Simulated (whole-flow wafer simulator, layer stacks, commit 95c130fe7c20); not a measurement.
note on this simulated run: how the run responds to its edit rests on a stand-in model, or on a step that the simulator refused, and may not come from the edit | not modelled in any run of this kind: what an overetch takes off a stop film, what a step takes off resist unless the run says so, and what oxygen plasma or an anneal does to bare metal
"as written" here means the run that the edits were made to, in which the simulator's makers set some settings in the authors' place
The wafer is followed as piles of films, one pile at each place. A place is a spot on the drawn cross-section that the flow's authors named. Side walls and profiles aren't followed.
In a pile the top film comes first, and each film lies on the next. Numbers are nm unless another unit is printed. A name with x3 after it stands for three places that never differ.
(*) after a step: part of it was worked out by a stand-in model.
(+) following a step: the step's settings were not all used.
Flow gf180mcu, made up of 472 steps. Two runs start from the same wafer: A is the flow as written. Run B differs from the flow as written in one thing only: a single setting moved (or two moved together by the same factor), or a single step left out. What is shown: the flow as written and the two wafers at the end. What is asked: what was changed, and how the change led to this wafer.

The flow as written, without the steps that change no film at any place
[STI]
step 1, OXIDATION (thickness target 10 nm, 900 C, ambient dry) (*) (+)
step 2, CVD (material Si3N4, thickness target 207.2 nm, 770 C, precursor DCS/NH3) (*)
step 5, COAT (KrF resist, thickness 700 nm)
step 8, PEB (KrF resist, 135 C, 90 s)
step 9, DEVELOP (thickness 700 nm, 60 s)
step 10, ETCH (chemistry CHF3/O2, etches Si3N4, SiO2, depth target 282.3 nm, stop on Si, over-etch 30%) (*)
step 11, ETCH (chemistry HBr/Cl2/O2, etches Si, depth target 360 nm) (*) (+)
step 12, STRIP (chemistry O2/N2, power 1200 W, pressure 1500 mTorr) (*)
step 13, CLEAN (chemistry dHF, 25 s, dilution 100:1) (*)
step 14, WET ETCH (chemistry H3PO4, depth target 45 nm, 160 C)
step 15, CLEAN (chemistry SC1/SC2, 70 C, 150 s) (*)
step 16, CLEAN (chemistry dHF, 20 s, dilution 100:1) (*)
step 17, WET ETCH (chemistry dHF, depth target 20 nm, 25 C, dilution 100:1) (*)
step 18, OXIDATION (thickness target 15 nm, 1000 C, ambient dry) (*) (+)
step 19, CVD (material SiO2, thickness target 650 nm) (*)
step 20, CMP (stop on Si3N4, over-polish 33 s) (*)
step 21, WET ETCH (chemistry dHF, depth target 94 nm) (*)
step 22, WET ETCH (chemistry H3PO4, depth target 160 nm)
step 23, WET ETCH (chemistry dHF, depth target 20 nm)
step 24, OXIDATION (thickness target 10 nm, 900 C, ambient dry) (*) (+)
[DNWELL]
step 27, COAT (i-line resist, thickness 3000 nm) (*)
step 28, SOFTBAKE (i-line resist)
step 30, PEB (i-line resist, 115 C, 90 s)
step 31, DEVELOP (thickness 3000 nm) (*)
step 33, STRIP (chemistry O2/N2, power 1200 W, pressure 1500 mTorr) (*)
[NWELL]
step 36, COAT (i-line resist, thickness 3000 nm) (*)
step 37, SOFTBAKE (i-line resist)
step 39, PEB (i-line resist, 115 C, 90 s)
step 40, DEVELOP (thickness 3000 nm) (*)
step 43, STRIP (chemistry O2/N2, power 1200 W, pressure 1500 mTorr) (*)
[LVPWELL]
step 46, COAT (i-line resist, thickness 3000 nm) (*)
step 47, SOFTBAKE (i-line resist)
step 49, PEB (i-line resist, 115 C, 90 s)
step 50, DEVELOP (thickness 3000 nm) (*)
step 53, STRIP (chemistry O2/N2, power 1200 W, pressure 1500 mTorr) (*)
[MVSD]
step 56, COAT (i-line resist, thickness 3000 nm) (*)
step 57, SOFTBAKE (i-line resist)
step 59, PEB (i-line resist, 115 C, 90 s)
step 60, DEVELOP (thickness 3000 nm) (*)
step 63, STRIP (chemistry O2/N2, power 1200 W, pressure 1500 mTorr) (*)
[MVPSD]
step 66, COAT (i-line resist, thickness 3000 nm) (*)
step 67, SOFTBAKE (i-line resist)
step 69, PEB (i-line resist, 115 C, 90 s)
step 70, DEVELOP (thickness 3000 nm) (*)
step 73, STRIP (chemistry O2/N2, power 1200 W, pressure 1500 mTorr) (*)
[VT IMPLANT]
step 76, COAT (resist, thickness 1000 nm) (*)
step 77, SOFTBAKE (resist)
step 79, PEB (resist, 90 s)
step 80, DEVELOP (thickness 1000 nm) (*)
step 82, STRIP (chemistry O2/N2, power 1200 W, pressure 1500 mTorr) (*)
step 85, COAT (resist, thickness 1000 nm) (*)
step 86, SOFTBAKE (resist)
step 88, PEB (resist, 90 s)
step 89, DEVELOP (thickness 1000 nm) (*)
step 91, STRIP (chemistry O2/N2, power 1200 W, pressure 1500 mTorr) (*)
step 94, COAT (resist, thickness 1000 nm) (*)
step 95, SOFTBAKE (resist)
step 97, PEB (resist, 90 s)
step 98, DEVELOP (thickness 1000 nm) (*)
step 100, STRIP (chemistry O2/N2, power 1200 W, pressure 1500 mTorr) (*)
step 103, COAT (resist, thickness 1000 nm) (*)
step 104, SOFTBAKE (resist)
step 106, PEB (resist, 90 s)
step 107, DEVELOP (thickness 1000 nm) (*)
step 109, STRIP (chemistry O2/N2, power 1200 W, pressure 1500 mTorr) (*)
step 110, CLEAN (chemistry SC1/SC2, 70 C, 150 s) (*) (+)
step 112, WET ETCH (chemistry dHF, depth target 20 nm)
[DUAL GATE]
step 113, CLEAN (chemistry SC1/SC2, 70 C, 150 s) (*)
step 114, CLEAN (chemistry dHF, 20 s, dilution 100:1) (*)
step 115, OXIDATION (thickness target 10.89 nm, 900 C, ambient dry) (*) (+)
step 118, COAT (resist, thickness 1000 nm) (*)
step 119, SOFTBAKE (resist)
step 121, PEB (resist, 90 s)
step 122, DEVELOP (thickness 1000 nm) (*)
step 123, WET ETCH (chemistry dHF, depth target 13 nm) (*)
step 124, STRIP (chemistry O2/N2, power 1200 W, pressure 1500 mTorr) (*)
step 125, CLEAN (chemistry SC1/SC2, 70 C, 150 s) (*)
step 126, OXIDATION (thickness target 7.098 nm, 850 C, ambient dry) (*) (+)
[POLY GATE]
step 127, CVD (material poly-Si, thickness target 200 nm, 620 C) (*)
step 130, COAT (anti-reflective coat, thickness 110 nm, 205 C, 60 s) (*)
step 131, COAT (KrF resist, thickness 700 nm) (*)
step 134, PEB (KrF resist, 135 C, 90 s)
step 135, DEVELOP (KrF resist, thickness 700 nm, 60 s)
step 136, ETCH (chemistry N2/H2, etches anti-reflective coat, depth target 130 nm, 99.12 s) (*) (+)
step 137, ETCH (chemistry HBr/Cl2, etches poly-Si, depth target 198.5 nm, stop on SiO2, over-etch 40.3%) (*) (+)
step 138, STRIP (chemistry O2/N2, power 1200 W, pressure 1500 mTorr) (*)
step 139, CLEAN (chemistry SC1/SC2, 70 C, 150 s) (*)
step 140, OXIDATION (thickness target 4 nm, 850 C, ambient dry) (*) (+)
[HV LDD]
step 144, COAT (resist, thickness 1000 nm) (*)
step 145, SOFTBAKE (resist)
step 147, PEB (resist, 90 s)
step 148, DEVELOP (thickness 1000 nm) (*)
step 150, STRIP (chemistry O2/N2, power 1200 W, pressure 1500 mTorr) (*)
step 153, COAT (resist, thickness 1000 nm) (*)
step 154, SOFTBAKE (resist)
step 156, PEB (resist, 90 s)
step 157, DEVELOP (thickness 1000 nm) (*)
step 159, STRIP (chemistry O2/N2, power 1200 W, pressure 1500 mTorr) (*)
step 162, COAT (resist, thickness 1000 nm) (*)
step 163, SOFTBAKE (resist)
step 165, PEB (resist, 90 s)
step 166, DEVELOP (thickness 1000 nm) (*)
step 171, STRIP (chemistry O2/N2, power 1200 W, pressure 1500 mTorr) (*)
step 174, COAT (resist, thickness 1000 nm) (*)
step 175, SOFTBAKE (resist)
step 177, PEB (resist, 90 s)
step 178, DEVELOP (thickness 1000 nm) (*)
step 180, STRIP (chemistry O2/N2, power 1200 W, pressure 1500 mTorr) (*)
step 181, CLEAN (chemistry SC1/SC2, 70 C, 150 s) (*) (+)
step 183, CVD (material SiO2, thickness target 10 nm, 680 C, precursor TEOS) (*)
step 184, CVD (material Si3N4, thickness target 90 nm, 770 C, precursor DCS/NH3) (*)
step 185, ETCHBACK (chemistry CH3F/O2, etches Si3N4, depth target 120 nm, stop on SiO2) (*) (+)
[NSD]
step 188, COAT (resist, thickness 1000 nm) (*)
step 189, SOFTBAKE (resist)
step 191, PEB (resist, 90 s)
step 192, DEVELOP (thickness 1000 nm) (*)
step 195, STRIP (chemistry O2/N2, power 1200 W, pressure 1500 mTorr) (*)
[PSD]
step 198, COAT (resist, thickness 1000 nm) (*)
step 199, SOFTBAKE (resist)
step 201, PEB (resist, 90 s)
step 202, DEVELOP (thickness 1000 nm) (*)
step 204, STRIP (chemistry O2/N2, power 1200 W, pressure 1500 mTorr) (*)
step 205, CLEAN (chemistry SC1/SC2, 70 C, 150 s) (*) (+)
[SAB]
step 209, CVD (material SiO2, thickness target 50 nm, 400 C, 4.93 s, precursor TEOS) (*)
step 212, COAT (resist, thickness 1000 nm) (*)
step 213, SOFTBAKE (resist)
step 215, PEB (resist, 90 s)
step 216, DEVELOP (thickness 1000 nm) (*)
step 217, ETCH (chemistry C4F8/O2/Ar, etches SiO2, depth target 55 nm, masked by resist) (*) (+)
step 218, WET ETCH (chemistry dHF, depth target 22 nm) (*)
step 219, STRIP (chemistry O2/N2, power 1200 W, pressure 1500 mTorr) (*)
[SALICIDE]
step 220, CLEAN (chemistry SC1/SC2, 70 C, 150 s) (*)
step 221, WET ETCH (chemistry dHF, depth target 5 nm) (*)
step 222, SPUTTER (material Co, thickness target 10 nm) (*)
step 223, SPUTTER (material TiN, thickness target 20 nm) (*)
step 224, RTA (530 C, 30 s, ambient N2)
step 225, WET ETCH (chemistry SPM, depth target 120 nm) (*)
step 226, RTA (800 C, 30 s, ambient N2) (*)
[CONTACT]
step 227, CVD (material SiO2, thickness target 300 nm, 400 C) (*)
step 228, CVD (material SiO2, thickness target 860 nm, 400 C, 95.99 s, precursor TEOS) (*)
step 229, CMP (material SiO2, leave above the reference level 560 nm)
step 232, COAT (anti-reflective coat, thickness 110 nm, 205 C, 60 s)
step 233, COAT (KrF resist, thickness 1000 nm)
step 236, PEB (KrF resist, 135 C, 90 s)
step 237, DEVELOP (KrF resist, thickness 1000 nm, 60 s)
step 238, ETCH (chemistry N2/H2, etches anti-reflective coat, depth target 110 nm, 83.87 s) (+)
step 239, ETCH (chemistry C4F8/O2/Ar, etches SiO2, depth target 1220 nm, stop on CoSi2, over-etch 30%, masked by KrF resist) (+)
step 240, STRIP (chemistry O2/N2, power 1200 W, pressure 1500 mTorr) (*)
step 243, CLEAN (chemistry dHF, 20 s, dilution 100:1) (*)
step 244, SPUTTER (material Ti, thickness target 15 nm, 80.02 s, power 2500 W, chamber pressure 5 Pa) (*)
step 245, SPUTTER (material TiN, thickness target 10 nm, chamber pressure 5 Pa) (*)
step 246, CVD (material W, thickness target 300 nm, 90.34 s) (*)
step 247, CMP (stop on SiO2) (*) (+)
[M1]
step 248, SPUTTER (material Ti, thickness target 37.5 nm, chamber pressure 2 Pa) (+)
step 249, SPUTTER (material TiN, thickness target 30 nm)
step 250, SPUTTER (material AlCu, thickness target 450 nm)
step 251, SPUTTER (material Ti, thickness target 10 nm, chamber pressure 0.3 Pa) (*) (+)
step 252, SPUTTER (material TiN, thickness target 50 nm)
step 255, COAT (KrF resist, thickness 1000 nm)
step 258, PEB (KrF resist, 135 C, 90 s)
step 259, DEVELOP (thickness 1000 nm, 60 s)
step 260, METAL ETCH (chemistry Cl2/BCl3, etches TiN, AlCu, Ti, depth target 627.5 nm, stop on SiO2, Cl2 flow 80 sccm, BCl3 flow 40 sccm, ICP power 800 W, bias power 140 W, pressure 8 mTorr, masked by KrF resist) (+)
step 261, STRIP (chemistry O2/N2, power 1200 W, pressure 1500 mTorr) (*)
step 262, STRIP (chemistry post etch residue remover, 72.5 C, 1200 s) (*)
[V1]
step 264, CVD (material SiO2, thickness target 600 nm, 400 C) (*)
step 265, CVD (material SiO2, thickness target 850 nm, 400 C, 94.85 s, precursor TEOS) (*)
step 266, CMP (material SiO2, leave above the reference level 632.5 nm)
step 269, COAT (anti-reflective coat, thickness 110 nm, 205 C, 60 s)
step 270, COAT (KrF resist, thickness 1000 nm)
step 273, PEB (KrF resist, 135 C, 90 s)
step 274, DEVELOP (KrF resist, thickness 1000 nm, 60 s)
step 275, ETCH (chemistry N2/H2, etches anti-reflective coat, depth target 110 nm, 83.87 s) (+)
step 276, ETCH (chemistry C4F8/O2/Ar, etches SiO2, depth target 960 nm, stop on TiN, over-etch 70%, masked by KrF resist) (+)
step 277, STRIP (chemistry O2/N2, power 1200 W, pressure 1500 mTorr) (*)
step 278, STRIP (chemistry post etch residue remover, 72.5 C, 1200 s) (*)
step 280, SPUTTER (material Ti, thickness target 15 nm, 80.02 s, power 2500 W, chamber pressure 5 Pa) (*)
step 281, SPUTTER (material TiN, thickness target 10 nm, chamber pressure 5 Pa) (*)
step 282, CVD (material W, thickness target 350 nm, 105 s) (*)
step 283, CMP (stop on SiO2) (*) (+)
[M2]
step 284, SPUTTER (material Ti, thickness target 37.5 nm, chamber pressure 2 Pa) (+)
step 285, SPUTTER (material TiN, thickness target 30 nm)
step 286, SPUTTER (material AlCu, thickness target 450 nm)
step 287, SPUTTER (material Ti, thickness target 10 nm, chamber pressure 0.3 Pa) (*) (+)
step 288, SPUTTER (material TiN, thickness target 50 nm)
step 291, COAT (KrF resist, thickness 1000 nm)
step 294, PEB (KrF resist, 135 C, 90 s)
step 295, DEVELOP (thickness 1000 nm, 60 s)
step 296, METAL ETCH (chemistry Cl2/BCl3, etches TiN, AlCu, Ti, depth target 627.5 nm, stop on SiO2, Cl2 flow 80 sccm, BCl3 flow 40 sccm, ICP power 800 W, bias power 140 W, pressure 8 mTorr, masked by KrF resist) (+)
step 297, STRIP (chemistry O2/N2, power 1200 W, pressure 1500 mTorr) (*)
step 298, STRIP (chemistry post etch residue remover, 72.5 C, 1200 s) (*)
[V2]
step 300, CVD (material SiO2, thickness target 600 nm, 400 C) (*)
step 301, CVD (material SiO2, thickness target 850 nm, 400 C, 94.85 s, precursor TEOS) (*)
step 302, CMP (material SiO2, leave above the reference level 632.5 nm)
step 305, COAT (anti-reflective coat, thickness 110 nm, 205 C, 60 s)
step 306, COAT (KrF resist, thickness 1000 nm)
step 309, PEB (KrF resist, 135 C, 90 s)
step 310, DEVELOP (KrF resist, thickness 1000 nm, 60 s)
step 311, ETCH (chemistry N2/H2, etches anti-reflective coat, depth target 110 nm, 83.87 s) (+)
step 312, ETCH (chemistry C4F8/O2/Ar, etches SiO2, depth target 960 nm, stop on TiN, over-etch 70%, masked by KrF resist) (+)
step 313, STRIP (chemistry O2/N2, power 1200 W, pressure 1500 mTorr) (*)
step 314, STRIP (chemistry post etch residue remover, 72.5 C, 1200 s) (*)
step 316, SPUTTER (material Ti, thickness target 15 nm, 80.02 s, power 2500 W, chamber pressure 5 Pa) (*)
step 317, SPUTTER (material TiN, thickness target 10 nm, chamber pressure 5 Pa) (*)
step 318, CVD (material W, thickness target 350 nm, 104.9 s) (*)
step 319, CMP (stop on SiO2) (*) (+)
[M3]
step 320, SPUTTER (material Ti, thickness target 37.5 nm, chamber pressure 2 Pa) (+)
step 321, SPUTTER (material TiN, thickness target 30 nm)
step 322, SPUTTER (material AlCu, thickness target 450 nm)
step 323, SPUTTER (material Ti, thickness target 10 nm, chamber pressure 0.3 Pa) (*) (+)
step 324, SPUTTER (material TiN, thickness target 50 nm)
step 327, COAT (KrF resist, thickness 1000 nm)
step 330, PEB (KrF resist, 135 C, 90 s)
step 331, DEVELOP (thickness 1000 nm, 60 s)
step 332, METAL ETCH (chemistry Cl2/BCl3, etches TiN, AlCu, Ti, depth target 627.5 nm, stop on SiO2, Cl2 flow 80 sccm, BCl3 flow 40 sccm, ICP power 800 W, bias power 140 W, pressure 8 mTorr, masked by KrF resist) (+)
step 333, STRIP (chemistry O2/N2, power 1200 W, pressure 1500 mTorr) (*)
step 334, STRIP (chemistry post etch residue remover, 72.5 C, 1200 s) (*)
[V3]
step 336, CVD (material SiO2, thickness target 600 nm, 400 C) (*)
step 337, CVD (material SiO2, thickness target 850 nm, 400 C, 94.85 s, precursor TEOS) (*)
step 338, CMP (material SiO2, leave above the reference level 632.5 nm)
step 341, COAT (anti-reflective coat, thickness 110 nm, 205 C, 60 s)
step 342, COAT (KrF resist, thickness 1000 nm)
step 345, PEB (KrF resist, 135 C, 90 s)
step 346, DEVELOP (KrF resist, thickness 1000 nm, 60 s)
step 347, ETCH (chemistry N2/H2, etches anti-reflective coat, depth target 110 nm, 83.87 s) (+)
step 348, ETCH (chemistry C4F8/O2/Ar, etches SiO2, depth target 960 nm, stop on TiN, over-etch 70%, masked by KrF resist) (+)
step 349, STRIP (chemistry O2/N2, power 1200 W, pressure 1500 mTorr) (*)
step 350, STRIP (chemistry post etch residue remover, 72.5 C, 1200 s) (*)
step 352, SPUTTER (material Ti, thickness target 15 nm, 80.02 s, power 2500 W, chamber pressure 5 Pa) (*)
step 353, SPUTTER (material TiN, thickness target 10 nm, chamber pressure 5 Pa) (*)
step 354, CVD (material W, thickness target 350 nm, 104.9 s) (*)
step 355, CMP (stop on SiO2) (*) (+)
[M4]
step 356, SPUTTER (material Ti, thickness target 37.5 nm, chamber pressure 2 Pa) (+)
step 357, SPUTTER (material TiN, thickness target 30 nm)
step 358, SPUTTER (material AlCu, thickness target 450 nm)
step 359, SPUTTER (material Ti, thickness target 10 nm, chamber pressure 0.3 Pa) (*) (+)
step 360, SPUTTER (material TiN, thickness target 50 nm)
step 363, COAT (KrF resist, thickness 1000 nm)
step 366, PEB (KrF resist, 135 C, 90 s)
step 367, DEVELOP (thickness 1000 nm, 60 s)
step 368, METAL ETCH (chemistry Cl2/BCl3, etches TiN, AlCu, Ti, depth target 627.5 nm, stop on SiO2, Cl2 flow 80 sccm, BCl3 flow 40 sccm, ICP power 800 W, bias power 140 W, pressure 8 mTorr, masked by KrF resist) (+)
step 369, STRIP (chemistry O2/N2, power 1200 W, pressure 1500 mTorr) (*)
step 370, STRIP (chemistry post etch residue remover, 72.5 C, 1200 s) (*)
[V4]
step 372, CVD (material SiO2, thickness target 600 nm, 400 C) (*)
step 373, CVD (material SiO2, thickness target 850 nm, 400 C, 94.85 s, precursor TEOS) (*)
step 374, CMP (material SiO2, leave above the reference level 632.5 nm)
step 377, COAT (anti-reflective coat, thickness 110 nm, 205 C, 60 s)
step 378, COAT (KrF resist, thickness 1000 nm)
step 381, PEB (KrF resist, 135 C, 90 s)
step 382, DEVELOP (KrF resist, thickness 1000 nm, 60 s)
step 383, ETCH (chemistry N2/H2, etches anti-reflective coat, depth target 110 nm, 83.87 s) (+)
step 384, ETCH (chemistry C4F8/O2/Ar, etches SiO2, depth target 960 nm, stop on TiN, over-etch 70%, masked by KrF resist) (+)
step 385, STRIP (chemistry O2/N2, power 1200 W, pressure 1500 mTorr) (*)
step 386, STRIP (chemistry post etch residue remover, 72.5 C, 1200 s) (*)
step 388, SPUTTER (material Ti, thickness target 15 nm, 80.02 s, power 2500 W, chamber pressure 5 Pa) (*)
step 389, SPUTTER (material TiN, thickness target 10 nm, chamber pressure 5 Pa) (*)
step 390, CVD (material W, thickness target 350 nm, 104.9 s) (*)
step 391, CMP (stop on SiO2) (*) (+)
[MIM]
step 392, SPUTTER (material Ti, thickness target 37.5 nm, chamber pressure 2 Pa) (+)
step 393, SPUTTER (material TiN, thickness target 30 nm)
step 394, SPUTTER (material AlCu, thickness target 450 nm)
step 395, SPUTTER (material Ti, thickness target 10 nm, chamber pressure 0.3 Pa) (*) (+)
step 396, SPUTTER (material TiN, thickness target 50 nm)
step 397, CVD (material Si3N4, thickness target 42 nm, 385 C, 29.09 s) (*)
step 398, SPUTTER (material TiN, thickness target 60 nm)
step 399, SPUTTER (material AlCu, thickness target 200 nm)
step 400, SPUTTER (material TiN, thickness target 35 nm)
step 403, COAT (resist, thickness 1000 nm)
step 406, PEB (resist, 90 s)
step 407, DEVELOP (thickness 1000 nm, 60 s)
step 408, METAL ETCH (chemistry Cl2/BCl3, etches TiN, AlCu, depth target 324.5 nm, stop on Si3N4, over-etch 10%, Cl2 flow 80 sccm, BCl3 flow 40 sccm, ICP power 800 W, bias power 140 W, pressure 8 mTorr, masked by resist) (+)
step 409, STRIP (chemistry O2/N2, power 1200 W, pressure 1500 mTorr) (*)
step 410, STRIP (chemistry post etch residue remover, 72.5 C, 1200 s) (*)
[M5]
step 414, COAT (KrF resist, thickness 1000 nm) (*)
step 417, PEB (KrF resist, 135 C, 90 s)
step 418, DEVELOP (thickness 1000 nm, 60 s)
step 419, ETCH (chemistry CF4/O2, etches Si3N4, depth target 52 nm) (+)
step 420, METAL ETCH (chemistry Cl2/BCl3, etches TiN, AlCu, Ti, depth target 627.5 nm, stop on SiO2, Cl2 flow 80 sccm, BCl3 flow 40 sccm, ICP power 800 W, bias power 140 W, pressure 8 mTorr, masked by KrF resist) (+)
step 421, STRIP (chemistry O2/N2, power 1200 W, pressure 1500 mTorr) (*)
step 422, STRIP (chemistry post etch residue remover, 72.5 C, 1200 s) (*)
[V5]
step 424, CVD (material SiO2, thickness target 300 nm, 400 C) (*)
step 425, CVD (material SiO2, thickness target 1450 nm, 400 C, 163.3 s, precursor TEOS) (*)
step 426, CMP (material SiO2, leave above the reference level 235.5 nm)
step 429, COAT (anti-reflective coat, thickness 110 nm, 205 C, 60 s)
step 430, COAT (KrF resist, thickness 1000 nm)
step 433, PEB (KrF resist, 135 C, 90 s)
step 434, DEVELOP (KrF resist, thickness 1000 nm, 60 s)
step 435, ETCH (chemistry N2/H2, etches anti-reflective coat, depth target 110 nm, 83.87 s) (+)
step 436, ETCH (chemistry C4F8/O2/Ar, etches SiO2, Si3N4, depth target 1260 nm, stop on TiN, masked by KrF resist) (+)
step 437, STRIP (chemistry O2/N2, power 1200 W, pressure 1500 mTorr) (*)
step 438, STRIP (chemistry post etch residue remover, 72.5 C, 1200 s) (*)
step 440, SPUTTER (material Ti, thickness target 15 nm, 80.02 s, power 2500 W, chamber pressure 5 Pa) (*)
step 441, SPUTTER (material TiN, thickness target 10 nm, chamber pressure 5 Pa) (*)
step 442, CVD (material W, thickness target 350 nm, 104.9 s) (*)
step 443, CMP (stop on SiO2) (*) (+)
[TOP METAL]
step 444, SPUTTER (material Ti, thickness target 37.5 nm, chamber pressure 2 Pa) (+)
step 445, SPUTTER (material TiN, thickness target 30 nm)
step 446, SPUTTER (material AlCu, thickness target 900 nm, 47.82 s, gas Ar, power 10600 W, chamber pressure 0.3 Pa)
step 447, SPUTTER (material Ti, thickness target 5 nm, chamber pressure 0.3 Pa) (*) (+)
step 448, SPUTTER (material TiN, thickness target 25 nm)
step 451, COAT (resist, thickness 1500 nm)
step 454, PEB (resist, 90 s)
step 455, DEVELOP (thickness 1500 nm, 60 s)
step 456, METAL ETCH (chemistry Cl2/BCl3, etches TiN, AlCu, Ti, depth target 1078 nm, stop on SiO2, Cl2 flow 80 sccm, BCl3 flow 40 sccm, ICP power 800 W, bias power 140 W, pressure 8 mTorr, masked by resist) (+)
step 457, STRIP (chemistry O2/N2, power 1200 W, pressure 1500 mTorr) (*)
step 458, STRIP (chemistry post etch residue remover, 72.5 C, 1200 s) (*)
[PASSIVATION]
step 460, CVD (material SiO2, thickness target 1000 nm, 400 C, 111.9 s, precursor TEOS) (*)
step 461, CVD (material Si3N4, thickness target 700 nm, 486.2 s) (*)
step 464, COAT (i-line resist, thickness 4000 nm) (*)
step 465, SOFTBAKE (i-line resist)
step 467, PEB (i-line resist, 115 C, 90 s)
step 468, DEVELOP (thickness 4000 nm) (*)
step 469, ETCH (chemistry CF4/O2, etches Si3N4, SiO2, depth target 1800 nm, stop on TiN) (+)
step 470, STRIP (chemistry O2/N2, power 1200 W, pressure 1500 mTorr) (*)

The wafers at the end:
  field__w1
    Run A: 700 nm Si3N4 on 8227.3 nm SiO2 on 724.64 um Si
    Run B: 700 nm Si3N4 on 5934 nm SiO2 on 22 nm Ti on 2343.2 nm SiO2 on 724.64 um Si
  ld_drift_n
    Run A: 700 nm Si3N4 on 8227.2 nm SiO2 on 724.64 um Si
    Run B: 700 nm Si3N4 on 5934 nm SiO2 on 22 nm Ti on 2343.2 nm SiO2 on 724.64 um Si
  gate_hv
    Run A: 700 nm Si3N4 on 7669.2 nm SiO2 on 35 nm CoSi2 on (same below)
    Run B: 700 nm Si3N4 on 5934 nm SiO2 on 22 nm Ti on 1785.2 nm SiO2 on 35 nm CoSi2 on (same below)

What caused this: step 286, SPUTTER: thickness target 522 nm was run, while the flow as written has thickness target 450 nm.

Step by step, how the change led to this:
  step 286, SPUTTER (material AlCu, thickness target 450 nm)
      field, field__w1, field__w2 and 108 more: A +450 AlCu (new film) | B +522 AlCu (new film)
  step 296, METAL ETCH (chemistry Cl2/BCl3, etches TiN, AlCu, Ti, depth target 627.5 nm, stop on SiO2, Cl2 flow 80 sccm, BCl3 flow 40 sccm, ICP power 800 W, bias power 140 W, pressure 8 mTorr, masked by KrF resist) (+)
      field, field__w1, field__w2 and 103 more: A -50 TiN (all of it), -10 Ti (all of it), -450 AlCu (all of it), -30 TiN (all of it), -37.5 Ti (all of it) | B -50 TiN (all of it), -10 Ti (all of it), -522 AlCu (all of it), -30 TiN (all of it), -15.5 Ti
  step 300, CVD (material SiO2, thickness target 600 nm, 400 C) (*)
      field, field__w1, field__w2 and 103 more: A +600 SiO2 | B +600 SiO2 (new film)
  step 302, CMP (material SiO2, leave above the reference level 632.5 nm)
      field, field__w1, field__w2 and 103 more: A -300 SiO2 | B -250 SiO2
Taking metal films that touch as one body, field__w1 has 1 body; the flow as written gives 0 bodies.
Taking metal films that touch as one body, ld_drift_n has 1 body; the flow as written gives 0 bodies.
Taking metal films that touch as one body, gate_hv has 2 bodies (between them, from the top down: SiO2 1785.2); the flow as written gives 1 body.
